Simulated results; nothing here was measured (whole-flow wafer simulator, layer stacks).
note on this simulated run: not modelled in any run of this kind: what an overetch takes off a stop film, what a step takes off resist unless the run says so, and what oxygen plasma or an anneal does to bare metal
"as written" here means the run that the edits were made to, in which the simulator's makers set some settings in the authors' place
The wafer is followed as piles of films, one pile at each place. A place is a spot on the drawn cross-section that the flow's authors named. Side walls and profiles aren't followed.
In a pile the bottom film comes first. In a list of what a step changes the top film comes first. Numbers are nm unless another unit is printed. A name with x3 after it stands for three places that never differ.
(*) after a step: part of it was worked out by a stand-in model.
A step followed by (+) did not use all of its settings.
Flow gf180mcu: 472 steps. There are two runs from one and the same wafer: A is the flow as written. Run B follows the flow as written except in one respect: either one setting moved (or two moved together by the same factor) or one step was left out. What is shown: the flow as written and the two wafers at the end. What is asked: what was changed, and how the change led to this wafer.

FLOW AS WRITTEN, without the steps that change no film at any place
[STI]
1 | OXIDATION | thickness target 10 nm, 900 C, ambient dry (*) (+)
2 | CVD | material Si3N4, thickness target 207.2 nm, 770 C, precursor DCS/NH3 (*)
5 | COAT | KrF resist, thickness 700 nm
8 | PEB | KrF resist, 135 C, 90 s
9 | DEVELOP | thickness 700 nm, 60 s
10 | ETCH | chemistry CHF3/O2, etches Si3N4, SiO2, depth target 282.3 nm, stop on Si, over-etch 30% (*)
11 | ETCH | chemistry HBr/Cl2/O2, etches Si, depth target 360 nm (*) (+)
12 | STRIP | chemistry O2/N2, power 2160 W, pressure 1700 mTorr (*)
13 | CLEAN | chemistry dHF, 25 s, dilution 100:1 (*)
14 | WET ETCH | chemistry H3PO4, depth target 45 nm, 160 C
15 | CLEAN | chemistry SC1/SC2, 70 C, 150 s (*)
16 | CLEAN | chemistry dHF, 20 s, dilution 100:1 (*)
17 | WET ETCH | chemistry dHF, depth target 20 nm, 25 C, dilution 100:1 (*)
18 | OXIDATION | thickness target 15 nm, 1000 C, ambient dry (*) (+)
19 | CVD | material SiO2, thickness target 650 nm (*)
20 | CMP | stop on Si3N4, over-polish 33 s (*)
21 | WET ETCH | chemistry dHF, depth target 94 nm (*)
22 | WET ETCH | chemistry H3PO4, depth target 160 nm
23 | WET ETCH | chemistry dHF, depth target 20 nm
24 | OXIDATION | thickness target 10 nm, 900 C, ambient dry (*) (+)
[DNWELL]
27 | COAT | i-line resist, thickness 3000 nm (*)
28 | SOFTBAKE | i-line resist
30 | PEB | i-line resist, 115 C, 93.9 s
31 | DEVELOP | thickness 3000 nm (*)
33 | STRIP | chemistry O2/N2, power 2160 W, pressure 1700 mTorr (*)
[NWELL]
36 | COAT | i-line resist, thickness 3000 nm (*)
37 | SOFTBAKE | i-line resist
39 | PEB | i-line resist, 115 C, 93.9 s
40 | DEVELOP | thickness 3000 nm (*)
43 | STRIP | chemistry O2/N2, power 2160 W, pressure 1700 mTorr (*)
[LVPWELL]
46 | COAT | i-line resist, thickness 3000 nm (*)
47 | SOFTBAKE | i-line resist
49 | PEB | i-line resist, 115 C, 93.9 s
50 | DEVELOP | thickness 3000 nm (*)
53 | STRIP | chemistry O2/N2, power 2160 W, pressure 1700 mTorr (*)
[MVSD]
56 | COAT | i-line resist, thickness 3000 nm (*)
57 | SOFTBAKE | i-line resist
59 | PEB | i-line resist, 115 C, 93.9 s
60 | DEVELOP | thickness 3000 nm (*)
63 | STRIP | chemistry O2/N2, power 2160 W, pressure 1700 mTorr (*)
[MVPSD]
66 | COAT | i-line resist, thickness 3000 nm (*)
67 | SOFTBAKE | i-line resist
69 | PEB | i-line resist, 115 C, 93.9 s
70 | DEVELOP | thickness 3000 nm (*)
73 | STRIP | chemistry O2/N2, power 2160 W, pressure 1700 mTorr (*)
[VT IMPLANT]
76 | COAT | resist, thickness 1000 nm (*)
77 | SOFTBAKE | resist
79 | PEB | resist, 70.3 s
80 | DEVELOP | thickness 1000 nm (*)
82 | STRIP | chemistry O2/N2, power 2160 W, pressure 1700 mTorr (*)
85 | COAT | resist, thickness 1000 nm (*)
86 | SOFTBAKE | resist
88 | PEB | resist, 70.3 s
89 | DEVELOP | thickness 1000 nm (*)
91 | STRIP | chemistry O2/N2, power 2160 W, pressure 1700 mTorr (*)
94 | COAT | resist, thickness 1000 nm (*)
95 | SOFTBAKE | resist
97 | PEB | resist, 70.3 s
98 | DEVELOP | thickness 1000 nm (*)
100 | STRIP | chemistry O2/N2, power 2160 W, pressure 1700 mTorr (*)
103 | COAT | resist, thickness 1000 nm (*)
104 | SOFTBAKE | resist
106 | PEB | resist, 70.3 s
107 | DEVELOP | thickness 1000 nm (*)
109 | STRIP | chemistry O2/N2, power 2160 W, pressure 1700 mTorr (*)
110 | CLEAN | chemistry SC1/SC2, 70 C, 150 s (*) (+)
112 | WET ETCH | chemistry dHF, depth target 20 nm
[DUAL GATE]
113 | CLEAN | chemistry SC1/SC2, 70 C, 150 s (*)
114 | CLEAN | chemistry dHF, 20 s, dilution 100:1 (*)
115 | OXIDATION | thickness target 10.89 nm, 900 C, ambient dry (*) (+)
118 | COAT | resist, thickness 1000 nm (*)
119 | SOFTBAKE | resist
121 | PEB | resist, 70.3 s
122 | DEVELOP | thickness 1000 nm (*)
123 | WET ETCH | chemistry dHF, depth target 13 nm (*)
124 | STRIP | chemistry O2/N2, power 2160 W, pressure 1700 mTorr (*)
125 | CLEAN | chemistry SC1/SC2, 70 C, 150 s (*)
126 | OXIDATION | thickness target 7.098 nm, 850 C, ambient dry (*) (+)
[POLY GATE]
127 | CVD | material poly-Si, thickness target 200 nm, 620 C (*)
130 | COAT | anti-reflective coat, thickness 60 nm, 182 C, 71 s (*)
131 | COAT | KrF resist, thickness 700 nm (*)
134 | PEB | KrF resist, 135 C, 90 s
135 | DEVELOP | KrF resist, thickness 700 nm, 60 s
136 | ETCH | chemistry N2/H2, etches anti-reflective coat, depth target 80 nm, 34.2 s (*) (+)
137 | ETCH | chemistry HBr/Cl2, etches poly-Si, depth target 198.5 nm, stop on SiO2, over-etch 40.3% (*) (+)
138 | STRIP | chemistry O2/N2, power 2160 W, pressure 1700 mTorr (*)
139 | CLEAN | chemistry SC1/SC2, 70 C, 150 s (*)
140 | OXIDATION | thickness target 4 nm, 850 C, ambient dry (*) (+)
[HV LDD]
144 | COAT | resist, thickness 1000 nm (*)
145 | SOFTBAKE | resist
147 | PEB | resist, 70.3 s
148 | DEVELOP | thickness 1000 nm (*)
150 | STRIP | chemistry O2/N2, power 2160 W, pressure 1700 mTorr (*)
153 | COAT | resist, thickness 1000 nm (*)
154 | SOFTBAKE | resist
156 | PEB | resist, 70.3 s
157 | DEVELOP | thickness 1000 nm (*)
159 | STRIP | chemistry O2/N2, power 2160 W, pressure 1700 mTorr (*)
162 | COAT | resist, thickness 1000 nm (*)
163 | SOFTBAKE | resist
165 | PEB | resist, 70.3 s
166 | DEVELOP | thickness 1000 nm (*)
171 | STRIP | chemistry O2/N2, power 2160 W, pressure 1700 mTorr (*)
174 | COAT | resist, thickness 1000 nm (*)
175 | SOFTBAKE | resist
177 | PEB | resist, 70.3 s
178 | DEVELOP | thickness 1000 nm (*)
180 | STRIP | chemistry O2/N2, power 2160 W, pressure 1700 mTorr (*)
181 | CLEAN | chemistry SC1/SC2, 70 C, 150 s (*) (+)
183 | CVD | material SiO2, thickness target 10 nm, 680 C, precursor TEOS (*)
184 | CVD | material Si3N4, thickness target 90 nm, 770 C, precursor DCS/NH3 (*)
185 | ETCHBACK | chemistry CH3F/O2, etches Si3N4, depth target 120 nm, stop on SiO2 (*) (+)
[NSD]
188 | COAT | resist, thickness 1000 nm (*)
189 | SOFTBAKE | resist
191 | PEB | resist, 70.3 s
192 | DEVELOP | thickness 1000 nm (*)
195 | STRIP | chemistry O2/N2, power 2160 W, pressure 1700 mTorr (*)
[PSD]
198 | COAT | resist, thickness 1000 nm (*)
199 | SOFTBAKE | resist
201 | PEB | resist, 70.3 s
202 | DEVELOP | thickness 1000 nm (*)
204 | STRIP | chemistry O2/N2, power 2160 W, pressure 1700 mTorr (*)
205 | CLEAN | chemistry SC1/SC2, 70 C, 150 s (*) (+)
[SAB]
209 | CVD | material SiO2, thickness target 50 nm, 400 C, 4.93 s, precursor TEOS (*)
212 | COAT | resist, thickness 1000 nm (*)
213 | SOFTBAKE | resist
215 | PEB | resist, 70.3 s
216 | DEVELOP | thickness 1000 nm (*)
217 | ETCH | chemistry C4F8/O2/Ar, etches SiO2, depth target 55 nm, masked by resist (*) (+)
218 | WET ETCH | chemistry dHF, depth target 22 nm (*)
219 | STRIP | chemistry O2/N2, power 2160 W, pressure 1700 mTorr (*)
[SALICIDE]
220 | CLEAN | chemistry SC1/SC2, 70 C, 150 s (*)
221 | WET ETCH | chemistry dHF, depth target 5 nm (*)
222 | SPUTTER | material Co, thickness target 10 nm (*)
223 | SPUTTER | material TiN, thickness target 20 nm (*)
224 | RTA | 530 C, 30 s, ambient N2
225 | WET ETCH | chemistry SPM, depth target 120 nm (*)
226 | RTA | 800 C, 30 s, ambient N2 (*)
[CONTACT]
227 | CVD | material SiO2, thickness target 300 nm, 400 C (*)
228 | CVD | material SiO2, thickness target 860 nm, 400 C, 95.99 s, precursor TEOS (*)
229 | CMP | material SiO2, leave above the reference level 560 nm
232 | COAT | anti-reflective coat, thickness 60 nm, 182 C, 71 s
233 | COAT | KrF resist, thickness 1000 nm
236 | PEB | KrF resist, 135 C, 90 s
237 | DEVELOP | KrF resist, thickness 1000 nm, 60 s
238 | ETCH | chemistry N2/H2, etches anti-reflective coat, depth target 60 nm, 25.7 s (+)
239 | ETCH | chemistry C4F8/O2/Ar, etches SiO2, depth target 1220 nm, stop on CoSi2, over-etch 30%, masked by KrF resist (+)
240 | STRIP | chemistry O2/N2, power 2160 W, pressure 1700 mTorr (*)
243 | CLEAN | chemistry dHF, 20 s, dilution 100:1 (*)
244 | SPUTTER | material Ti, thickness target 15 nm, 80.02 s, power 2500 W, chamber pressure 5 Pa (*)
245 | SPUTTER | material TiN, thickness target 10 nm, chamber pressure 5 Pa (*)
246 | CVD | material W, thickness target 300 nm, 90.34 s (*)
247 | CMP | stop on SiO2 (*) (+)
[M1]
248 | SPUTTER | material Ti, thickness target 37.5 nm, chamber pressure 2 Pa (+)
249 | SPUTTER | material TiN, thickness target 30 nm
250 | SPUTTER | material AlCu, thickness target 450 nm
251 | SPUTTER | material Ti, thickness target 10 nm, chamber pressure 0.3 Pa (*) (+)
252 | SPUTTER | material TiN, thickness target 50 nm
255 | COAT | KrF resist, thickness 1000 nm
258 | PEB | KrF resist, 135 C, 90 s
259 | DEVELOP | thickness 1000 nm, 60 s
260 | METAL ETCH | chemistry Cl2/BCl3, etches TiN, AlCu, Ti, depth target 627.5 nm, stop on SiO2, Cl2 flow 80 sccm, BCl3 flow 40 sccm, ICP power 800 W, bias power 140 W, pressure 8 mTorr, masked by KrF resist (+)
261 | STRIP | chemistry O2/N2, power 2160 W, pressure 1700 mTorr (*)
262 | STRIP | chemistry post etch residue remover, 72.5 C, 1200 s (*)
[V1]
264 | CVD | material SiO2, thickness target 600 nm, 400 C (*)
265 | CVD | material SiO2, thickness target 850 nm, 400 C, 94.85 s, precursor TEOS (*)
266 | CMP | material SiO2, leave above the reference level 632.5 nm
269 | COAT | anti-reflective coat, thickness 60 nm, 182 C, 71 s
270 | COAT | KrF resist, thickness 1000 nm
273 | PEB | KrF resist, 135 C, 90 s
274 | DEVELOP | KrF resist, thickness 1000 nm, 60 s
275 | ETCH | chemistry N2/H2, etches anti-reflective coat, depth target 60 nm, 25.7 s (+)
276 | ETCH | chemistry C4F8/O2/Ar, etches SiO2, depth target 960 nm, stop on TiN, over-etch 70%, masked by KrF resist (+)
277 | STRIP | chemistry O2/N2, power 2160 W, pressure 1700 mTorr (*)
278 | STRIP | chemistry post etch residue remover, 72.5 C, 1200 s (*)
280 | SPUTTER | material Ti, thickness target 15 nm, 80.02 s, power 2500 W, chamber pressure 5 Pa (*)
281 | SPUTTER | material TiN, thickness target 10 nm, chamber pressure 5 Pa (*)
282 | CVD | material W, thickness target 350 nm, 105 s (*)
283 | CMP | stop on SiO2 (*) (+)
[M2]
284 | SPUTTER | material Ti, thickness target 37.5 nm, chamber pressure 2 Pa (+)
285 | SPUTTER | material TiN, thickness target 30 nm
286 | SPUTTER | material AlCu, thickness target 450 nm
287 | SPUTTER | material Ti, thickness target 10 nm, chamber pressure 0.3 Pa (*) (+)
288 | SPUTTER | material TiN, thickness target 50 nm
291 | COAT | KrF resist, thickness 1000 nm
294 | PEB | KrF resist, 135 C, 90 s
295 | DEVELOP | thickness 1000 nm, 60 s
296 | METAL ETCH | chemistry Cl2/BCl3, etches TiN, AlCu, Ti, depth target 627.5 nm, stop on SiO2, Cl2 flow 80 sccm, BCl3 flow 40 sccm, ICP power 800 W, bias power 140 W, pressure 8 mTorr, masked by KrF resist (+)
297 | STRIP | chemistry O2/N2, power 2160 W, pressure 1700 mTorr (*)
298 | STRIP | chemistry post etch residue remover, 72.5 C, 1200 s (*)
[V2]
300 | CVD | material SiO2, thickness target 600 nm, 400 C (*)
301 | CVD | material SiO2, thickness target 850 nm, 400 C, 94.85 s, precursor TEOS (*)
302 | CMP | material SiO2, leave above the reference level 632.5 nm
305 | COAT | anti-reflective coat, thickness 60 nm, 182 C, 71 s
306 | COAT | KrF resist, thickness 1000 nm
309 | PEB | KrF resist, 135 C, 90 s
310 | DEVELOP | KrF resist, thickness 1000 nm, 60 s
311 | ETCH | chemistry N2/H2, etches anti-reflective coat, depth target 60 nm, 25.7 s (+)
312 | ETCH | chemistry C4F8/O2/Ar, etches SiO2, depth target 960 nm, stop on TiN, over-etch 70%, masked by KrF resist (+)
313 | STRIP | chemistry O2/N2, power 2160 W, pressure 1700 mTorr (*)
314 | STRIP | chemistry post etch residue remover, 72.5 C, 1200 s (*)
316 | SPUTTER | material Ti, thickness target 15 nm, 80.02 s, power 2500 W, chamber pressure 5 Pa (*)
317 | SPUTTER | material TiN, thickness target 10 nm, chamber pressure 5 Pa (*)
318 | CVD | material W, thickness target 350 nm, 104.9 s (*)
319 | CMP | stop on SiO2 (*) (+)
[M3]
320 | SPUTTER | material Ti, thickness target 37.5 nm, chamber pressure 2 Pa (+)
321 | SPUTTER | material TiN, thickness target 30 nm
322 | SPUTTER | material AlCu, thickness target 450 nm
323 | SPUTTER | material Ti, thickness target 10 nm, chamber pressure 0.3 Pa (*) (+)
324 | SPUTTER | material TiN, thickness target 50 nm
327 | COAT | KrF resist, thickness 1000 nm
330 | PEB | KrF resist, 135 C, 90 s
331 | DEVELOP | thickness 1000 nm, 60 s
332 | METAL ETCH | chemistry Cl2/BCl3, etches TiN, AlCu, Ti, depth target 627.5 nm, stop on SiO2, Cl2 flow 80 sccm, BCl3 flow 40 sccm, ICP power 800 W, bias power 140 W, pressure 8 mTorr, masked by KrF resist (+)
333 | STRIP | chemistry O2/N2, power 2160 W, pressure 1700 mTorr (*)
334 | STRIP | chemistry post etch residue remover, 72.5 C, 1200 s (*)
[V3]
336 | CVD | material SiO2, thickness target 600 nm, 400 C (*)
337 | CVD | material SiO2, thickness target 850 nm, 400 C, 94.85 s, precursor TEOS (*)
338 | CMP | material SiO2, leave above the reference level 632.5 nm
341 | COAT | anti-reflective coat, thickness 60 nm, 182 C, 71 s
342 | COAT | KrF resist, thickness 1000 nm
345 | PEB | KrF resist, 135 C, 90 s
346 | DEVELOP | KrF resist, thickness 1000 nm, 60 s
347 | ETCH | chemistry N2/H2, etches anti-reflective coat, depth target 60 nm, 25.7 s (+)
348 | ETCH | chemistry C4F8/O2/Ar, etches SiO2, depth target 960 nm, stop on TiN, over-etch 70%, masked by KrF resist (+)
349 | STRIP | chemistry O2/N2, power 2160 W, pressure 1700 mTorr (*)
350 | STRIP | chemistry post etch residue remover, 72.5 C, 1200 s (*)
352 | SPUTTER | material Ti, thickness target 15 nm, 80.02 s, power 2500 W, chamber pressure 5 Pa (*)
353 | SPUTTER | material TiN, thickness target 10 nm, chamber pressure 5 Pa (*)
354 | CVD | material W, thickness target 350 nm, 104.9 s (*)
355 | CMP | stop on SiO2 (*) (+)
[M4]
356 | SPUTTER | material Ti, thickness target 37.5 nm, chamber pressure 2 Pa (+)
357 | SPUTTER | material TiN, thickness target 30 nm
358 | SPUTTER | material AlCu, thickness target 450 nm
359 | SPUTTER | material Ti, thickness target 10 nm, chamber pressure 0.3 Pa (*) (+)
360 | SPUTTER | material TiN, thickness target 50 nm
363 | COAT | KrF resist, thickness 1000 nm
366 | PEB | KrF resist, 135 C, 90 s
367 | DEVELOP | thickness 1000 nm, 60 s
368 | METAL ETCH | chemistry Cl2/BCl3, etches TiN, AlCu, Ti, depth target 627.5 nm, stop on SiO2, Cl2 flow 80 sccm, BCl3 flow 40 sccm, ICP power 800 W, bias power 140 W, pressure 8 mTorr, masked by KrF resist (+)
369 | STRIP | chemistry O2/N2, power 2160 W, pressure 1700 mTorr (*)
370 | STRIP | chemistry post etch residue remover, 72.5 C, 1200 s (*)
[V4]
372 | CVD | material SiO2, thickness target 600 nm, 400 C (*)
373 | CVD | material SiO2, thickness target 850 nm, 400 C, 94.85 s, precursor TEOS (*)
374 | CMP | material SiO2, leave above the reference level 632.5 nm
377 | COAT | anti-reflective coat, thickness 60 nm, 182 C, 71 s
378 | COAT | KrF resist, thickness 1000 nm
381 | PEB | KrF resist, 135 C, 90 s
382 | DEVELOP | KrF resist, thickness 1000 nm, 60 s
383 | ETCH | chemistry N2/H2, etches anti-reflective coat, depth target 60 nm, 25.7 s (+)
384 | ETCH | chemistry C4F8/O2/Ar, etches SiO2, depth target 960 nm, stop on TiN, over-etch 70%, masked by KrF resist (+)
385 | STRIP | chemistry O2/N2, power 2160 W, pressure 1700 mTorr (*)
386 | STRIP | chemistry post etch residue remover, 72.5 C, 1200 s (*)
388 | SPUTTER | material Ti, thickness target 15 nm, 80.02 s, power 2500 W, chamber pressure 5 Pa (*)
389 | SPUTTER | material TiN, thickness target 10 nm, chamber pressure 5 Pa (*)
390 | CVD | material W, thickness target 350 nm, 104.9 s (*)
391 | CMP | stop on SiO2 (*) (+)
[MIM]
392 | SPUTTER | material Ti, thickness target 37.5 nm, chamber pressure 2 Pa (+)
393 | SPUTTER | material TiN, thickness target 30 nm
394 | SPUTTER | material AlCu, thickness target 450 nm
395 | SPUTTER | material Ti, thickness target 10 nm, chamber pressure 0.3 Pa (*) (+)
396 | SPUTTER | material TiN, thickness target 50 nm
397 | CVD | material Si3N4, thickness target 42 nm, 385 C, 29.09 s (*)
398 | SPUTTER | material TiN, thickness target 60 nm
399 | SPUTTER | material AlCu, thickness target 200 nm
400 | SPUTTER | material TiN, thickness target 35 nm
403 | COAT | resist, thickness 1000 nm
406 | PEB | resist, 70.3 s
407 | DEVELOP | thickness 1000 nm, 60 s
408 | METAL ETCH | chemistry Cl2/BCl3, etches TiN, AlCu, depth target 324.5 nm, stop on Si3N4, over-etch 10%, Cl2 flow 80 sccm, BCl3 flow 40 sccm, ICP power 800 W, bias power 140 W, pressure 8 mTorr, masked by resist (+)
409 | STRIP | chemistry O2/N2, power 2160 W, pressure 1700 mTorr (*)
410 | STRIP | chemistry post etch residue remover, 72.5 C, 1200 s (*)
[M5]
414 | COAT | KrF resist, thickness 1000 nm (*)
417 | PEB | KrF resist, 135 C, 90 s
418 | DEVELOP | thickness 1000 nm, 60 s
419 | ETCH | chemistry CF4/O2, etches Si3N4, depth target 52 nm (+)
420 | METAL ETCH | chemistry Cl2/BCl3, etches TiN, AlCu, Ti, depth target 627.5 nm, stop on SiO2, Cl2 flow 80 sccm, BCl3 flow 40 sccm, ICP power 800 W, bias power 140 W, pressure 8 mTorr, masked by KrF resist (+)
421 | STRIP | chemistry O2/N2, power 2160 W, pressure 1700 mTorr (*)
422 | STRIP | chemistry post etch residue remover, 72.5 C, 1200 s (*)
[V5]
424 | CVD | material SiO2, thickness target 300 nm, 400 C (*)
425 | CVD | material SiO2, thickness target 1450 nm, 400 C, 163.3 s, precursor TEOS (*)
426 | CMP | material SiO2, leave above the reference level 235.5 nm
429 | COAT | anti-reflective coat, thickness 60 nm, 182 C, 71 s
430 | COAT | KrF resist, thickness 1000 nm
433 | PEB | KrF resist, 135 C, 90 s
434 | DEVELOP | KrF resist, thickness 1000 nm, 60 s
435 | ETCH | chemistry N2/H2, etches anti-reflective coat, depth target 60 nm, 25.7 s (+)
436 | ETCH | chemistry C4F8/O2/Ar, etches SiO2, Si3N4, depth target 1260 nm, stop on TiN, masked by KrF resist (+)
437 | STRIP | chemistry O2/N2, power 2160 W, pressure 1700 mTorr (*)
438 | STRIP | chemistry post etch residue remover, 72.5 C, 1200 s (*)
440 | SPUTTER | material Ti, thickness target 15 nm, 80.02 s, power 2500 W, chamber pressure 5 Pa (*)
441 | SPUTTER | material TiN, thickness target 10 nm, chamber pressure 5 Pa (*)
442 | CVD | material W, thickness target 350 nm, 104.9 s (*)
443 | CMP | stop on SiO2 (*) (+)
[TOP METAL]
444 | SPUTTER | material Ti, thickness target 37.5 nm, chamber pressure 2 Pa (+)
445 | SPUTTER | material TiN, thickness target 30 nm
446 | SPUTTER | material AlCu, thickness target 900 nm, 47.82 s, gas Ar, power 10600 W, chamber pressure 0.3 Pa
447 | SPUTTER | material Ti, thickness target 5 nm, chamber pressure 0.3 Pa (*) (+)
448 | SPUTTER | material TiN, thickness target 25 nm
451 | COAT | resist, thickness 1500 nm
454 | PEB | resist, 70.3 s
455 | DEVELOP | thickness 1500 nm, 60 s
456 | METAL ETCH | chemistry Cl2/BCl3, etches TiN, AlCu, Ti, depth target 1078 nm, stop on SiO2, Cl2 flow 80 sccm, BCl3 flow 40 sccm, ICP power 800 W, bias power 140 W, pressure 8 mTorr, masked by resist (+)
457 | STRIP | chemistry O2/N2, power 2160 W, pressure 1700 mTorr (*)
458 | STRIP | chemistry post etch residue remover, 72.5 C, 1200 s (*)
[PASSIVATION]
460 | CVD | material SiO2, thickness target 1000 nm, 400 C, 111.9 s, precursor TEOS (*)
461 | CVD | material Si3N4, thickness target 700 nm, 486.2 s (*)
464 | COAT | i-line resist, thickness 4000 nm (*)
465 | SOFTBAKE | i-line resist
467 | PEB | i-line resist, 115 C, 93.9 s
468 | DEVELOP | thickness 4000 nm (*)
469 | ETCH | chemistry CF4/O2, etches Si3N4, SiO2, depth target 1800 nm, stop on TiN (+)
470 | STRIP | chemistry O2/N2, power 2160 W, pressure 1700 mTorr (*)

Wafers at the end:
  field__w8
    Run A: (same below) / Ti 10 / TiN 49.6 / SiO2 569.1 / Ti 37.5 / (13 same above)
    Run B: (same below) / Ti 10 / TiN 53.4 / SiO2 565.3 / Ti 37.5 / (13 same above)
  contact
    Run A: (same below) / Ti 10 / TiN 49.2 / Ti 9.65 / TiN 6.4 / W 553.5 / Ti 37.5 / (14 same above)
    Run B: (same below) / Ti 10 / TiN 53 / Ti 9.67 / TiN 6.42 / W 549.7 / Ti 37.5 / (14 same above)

What caused this: step 360, SPUTTER: thickness target 53.8 nm was run, while the flow as written has thickness target 50 nm.

Step by step, how the change led to this:
  360 | SPUTTER | material TiN, thickness target 50 nm
      field, field__w1, field__w2 and 108 more: A +50 TiN (new film) | B +53.8 TiN (new film)
  368 | METAL ETCH | chemistry Cl2/BCl3, etches TiN, AlCu, Ti, depth target 627.5 nm, stop on SiO2, Cl2 flow 80 sccm, BCl3 flow 40 sccm, ICP power 800 W, bias power 140 W, pressure 8 mTorr, masked by KrF resist (+)
      field, field__w1, field__w2 and 103 more: A -50 TiN (all of it), -10 Ti (all of it), -450 AlCu (all of it), -30 TiN (all of it), -37.5 Ti (all of it) | B -53.8 TiN (all of it), -10 Ti (all of it), -450 AlCu (all of it), -30 TiN (all of it), -37.5 Ti (all of it)
